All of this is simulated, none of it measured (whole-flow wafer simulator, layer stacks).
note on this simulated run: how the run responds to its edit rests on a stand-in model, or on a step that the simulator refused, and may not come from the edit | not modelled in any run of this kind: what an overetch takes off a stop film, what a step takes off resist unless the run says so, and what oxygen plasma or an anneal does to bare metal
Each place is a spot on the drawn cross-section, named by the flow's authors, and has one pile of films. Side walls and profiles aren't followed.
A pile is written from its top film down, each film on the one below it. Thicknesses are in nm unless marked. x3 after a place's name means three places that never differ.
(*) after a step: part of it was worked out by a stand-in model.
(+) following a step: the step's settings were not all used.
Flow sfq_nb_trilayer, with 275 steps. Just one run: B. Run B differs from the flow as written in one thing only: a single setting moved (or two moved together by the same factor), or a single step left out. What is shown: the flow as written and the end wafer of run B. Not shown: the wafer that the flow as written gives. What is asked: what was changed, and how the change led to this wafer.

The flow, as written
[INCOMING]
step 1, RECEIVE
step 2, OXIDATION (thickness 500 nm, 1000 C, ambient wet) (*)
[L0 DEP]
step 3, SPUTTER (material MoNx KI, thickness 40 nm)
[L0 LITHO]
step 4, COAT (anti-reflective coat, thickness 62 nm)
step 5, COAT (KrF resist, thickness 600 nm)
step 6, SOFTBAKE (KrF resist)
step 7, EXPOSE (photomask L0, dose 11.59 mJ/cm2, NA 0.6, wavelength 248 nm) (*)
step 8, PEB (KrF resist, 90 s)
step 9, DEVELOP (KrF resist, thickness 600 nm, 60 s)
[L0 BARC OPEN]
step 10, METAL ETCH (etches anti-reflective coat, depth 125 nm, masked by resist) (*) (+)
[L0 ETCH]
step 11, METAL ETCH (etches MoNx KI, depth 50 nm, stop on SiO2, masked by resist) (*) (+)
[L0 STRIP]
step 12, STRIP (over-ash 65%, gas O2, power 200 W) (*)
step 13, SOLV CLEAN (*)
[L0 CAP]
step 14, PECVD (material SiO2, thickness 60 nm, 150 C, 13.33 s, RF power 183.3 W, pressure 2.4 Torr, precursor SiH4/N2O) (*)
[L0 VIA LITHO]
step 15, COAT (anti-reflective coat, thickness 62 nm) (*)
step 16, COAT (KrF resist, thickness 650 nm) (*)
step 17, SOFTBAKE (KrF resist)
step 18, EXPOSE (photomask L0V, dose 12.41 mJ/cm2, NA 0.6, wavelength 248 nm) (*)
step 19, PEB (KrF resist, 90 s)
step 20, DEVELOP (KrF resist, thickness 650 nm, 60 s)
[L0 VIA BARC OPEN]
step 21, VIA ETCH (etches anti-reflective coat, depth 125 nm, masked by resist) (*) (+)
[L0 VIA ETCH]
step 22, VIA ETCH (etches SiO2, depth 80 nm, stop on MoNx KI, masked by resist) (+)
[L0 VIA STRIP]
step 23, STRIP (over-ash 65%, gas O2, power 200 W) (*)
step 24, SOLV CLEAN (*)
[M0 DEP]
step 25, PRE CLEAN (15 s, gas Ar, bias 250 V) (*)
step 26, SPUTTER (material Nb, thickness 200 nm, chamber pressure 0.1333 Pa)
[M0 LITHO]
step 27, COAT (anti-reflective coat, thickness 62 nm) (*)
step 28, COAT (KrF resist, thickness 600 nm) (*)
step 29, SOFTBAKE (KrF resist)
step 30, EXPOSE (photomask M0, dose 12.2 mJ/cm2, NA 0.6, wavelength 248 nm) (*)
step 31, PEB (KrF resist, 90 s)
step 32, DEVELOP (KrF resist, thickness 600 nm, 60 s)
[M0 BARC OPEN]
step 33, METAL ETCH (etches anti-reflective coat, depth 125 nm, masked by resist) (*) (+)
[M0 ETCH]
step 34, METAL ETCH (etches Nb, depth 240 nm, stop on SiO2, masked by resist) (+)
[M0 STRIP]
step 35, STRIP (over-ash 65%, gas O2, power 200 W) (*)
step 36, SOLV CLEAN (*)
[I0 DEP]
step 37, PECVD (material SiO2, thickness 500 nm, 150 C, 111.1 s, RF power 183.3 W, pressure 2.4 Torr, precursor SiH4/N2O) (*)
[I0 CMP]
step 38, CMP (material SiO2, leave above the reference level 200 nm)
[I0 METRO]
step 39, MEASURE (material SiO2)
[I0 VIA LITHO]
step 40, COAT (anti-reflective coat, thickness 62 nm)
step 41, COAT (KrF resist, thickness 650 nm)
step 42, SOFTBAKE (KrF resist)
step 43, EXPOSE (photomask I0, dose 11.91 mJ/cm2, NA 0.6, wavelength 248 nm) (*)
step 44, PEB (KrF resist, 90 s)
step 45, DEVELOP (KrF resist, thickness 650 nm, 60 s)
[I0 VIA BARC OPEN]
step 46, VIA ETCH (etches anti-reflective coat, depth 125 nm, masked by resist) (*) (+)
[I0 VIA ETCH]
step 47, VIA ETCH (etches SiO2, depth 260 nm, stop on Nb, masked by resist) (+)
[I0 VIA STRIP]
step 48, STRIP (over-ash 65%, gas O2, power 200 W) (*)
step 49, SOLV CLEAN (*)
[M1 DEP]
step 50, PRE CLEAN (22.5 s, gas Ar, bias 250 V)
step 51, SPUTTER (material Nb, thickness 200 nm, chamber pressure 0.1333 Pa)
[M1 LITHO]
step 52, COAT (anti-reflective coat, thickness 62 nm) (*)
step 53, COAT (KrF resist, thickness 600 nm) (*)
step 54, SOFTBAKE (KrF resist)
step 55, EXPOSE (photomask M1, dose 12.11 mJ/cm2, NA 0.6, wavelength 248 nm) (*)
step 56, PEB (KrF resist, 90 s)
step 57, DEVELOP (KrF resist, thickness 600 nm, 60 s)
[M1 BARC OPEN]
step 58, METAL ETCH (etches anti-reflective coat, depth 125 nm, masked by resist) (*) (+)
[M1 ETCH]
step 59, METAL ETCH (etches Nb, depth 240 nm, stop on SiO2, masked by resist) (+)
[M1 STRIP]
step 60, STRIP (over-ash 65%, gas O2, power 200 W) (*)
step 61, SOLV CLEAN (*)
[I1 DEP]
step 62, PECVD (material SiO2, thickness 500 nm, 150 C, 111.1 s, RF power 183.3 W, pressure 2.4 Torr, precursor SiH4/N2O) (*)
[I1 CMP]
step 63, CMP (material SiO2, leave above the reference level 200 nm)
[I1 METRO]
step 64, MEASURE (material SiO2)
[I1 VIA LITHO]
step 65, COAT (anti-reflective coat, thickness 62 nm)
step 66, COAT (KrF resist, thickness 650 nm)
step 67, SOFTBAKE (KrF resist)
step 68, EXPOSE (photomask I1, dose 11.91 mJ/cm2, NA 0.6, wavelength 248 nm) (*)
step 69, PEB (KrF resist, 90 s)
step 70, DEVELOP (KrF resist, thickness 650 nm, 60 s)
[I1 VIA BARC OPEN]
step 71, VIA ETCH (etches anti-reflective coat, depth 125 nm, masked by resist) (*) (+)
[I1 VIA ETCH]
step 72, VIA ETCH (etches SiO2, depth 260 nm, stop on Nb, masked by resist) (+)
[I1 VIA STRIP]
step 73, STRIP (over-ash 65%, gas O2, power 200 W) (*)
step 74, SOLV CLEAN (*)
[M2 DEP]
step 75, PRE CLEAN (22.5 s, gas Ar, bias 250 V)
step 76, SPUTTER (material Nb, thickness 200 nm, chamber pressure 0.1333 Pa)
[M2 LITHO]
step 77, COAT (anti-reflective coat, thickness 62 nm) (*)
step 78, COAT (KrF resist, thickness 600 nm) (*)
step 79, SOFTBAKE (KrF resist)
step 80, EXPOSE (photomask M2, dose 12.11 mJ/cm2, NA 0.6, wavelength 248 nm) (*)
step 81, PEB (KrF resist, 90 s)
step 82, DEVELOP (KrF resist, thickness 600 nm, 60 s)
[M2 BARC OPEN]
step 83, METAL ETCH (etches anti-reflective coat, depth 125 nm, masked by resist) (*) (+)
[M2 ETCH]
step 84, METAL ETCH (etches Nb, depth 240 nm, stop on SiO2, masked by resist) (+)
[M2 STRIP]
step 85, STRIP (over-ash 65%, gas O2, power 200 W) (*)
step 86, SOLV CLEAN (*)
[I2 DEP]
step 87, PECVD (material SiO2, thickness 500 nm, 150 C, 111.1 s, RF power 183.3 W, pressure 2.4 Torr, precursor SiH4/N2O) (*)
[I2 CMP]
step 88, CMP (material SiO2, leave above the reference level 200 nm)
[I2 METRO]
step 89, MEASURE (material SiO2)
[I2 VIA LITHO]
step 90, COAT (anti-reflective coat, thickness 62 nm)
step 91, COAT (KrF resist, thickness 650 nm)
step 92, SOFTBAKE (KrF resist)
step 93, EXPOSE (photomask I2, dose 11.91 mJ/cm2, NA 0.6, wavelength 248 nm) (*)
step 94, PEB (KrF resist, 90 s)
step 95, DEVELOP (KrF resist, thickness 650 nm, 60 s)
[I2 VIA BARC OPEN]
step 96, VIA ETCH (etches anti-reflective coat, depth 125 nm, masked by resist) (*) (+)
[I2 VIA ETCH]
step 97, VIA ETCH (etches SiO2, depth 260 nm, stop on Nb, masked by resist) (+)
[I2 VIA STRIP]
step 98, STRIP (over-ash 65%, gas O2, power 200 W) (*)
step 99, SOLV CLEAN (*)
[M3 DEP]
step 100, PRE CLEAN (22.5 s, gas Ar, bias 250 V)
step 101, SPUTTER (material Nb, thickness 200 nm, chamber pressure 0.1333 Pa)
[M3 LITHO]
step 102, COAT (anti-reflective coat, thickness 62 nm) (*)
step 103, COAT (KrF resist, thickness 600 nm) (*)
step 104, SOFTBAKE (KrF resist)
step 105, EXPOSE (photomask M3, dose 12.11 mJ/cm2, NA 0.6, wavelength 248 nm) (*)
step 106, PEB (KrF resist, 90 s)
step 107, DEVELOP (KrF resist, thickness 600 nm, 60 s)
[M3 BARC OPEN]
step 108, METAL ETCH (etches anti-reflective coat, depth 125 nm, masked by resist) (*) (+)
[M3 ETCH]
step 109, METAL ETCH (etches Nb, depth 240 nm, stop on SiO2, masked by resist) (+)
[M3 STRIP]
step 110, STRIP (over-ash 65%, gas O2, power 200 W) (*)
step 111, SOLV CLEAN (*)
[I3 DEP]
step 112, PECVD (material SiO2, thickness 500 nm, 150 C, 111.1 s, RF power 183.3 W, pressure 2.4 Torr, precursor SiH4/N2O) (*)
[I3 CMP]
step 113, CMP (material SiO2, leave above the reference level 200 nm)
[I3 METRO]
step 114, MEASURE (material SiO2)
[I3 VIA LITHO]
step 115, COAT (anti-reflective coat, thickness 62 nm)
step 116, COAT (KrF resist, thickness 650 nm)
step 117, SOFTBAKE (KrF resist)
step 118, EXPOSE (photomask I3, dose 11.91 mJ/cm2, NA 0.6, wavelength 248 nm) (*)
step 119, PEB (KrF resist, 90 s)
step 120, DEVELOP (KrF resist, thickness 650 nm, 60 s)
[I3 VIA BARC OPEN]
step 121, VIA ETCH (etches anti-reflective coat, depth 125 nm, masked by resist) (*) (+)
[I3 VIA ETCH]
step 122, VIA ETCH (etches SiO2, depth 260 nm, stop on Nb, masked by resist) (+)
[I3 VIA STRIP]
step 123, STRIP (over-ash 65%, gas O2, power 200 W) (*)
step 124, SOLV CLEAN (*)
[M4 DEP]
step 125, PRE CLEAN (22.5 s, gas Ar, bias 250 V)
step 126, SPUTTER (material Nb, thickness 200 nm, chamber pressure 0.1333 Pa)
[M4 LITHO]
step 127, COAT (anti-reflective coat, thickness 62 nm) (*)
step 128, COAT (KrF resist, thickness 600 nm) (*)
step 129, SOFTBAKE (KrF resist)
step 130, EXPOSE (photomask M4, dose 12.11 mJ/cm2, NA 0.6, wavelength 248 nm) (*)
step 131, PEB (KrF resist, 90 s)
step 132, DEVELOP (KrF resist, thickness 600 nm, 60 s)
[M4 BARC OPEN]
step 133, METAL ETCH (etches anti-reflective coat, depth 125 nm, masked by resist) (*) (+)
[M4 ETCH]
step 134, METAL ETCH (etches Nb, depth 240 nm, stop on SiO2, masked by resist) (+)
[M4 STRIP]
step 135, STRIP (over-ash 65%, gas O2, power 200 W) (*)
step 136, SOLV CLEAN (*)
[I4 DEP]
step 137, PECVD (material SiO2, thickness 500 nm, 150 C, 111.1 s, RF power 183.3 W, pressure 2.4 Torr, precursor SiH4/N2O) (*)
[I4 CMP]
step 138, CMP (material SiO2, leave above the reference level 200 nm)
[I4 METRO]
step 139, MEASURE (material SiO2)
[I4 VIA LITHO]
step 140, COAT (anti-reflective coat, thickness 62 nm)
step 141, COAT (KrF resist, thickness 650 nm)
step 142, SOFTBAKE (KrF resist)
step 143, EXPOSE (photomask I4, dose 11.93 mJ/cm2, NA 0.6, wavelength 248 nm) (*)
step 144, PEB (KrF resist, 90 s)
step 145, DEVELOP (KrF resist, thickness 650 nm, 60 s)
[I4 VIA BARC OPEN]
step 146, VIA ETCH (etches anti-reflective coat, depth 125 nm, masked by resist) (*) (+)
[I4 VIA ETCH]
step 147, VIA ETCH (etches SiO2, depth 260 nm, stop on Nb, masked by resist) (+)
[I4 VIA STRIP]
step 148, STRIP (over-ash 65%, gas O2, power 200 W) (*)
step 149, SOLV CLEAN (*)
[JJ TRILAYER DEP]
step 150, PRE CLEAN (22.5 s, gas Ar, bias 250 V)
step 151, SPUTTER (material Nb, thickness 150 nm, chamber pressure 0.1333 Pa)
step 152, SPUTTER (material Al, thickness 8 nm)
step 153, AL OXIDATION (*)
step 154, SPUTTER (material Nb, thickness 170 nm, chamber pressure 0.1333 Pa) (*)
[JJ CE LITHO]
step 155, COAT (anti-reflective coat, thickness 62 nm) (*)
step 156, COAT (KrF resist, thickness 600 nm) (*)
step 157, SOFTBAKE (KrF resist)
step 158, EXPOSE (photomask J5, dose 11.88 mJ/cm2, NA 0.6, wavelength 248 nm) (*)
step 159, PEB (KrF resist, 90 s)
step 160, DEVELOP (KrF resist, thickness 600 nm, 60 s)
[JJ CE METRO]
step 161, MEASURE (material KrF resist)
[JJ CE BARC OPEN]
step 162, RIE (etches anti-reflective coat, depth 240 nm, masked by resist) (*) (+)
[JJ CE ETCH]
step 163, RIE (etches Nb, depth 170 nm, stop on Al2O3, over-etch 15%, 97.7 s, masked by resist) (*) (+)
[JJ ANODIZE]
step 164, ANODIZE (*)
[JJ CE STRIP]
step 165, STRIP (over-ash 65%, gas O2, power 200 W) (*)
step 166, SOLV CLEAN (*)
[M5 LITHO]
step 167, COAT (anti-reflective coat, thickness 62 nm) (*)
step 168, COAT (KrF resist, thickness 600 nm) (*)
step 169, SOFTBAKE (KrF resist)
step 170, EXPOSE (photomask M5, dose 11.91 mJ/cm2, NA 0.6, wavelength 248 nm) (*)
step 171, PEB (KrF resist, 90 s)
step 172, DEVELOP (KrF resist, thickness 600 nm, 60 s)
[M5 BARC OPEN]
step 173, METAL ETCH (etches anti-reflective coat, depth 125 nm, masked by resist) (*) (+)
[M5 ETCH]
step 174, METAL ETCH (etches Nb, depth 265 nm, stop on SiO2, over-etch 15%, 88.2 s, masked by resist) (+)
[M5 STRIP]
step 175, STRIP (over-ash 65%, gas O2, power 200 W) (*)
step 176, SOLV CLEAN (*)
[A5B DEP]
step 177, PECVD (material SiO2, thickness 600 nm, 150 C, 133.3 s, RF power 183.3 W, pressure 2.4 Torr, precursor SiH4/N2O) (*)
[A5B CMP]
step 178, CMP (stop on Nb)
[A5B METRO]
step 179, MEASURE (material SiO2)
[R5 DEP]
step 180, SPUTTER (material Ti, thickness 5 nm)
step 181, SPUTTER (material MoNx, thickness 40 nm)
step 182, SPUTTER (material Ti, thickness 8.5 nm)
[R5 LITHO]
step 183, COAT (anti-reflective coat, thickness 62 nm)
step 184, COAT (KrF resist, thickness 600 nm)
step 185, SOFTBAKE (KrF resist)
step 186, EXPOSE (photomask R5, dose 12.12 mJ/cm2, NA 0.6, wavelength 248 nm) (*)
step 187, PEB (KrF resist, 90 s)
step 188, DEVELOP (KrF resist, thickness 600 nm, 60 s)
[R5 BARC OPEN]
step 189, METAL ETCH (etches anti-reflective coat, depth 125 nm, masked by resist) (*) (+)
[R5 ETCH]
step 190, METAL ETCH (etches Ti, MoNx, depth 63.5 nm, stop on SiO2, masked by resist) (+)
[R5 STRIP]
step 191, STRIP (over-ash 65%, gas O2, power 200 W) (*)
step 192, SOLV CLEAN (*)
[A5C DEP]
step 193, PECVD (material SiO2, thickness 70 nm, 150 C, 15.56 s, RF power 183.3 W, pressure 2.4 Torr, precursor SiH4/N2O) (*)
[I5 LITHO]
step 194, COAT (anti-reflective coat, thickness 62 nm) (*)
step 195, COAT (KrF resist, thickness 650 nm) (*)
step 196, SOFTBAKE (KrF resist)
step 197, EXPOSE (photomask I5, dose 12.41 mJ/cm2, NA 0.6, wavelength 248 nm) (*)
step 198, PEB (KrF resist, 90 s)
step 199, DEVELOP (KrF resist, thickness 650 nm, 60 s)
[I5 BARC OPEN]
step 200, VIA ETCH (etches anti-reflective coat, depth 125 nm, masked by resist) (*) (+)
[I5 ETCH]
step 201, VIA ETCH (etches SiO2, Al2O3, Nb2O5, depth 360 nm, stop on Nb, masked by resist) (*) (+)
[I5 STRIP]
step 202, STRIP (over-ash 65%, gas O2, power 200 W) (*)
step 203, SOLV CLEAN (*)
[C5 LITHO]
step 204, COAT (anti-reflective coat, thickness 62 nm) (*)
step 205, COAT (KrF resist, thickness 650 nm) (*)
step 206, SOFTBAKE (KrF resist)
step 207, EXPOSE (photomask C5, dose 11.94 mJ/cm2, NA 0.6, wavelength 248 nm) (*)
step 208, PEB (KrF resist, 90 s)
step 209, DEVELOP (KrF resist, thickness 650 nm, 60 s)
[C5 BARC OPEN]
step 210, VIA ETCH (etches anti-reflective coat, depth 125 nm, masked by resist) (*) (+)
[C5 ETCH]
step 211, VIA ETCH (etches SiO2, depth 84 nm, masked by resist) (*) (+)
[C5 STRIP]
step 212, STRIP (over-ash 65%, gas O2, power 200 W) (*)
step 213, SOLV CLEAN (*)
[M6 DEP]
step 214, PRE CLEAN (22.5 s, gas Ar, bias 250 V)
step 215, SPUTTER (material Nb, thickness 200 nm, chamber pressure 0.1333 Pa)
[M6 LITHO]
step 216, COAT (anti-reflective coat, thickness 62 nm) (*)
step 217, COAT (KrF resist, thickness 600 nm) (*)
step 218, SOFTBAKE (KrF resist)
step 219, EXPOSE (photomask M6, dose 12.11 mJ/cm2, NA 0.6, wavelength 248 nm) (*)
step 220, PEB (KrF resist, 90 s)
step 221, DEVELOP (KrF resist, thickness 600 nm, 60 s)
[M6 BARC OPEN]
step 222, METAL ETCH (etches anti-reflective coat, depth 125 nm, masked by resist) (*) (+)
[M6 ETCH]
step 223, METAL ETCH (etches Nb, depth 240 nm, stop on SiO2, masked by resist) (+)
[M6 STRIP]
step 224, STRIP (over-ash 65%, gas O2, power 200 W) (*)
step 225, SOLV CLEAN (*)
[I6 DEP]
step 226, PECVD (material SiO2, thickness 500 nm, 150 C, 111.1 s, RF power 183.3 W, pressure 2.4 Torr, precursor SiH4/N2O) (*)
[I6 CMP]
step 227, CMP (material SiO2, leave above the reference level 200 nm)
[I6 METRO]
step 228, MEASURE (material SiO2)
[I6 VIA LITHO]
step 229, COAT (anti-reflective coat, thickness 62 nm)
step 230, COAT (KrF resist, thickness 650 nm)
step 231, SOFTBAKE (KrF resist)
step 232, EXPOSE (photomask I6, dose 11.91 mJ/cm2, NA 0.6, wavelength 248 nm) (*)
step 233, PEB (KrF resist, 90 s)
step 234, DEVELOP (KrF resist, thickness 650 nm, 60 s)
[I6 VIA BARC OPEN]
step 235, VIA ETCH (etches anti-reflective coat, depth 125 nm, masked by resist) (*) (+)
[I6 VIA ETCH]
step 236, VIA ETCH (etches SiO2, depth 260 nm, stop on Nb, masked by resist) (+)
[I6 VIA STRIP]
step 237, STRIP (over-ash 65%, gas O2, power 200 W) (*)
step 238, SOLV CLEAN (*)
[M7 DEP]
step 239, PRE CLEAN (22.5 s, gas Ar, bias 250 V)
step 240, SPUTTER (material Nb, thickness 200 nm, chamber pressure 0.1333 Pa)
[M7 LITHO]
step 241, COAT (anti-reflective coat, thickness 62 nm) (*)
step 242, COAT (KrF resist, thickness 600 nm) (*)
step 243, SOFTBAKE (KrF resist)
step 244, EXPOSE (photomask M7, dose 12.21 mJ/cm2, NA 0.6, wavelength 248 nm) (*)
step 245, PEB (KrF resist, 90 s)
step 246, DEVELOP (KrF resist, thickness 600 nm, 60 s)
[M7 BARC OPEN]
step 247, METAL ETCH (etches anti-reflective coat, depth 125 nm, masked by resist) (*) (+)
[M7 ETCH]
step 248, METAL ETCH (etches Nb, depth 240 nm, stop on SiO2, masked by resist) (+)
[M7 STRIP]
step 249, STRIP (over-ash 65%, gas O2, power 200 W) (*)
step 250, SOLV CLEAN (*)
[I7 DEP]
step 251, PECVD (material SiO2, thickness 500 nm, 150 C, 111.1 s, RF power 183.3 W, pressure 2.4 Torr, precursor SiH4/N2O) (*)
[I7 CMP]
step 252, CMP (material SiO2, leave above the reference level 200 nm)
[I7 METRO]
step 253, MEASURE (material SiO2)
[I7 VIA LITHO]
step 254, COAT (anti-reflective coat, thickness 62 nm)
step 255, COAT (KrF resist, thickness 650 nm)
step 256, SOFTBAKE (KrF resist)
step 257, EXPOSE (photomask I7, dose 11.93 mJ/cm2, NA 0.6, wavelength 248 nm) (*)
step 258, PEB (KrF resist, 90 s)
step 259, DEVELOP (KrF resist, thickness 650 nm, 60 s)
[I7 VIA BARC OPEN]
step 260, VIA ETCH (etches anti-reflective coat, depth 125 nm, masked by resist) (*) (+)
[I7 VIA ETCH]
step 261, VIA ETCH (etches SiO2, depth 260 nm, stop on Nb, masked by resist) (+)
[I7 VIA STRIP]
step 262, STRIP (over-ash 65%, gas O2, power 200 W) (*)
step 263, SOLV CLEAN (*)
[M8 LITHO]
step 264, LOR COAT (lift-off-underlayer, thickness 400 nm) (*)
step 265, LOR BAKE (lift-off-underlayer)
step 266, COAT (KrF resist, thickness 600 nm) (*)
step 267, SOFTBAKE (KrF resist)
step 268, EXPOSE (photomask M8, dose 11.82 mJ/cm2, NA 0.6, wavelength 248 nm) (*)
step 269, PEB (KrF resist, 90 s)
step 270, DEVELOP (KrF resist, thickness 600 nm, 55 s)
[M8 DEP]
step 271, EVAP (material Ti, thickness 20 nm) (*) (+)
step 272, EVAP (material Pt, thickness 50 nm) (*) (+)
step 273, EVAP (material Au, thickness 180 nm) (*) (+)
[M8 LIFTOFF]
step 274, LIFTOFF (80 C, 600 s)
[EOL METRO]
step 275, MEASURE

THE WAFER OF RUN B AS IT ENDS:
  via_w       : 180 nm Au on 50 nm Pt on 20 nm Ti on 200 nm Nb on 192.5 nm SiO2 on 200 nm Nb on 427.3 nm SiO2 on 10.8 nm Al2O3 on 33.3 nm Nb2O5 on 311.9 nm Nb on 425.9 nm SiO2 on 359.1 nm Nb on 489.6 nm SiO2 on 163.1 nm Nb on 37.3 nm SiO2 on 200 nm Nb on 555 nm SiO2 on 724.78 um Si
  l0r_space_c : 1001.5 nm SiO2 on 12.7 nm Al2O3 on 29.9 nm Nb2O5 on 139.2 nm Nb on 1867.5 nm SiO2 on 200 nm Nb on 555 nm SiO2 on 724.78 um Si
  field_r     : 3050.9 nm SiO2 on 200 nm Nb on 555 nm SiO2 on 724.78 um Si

The reason: step 38, CMP: leave above the reference level 305 nm was run, while the flow as written has leave above the reference level 200 nm.

The path from the change to this, step by step:
  step 38, CMP (material SiO2, leave above the reference level 200 nm)
      v_sur, via_wl, via_w and 94 more: -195 SiO2 (in the flow as written it would be: -300 SiO2)
      field_l, l0_sur, l0r_line_l, l0r_line_c, l0r_line_r: -235 SiO2 (in the flow as written it would be: -340 SiO2)
      (also at 4 further places)
  step 47, VIA ETCH (etches SiO2, depth 260 nm, stop on Nb, masked by resist) (+)
      via_w: -260 SiO2 (in the flow as written it would be: -199.8 SiO2 (all of it))
  step 50, PRE CLEAN (22.5 s, gas Ar, bias 250 V)
      via_w: -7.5 SiO2 (in the flow as written it would be: -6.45 Nb)
  step 51, SPUTTER (material Nb, thickness 200 nm, chamber pressure 0.1333 Pa)
      via_w: +163.1 Nb (new film) (in the flow as written it would be: +174.5 Nb)
  step 52, COAT (anti-reflective coat, thickness 62 nm) (*)
      via_w: +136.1 anti-reflective coat (new film) (in the flow as written it would be: +123.1 anti-reflective coat (new film))
      via_wr: +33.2 anti-reflective coat (new film) (in the flow as written it would be: +34.9 anti-reflective coat (new film))
  step 53, COAT (KrF resist, thickness 600 nm) (*)
      via_w: +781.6 KrF resist (new film) (in the flow as written it would be: +731.8 KrF resist (new film))
  step 60, STRIP (over-ash 65%, gas O2, power 200 W) (*)
      via_w: -563.6 KrF resist (all of it), -136.1 anti-reflective coat (all of it) (in the flow as written it would be: -513.8 KrF resist (all of it), -123.1 anti-reflective coat (all of it))
      via_wr: -378.6 KrF resist (all of it), -33.2 anti-reflective coat (all of it) (in the flow as written it would be: -384.4 KrF resist (all of it), -34.9 anti-reflective coat (all of it))
  step 62, PECVD (material SiO2, thickness 500 nm, 150 C, 111.1 s, RF power 183.3 W, pressure 2.4 Torr, precursor SiH4/N2O) (*)
      via_w: +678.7 SiO2 (new film) (in the flow as written it would be: +606 SiO2 (new film))
With metal films that touch counted as one body, via_w has 6 bodies (between them, from the top down: SiO2 192.5; SiO2 427.3 / Al2O3 10.8 / Nb2O5 33.3; SiO2 425.9; SiO2 489.6; SiO2 37.3); the flow as written gives 5 bodies (between them, from the top down: SiO2 192.5; SiO2 427.3 / Al2O3 10.8 / Nb2O5 33.3; SiO2 425.9; SiO2 416.9).
